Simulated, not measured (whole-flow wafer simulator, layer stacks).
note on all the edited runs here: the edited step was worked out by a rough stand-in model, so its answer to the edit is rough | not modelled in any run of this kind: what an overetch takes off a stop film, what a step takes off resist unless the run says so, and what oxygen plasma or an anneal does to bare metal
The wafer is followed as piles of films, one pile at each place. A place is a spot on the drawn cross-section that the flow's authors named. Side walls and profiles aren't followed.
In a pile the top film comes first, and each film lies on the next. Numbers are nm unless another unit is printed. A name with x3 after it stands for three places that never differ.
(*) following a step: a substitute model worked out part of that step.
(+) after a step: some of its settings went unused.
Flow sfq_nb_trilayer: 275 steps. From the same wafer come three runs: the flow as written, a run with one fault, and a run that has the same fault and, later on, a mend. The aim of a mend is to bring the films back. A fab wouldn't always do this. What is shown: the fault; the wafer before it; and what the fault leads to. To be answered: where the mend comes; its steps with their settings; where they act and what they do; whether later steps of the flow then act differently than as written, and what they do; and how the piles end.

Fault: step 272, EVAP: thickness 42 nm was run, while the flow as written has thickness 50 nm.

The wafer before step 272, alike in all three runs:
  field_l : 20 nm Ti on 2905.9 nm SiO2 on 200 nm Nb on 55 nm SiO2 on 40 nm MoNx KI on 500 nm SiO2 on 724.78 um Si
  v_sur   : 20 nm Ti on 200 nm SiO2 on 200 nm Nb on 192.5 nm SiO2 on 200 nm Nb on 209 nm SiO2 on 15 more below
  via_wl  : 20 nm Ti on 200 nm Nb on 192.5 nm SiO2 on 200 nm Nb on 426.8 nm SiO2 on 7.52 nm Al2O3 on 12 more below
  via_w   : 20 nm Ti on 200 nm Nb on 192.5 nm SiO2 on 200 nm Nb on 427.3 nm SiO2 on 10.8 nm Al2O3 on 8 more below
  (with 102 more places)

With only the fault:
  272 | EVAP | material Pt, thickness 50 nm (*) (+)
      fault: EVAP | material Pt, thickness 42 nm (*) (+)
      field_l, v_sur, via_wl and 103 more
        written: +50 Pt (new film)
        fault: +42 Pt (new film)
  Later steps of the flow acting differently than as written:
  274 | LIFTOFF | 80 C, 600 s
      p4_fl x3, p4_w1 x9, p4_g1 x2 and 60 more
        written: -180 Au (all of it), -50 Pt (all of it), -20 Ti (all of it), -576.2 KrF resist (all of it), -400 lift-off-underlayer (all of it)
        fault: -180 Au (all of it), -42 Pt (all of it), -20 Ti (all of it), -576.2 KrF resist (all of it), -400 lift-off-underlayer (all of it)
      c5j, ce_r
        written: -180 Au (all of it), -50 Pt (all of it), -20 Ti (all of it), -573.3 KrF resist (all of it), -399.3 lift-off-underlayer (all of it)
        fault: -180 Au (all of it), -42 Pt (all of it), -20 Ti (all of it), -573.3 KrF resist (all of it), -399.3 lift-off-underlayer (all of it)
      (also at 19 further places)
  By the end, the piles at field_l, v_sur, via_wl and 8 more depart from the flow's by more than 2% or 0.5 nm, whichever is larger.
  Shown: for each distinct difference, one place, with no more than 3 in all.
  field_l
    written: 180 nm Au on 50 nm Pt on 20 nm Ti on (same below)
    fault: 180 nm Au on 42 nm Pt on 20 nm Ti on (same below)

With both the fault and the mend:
  The mend stands after step 272.
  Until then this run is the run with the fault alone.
  272a | EVAP | material Pt, thickness 8 nm (*) (+) (the flow's step 272, run once more with other settings)
      field_l, v_sur, via_wl and 103 more
        +8 Pt
  None of the later steps of the flow acts differently than as written at any place that is followed.
  By the end, the piles equal the flow's at every place that both follow.
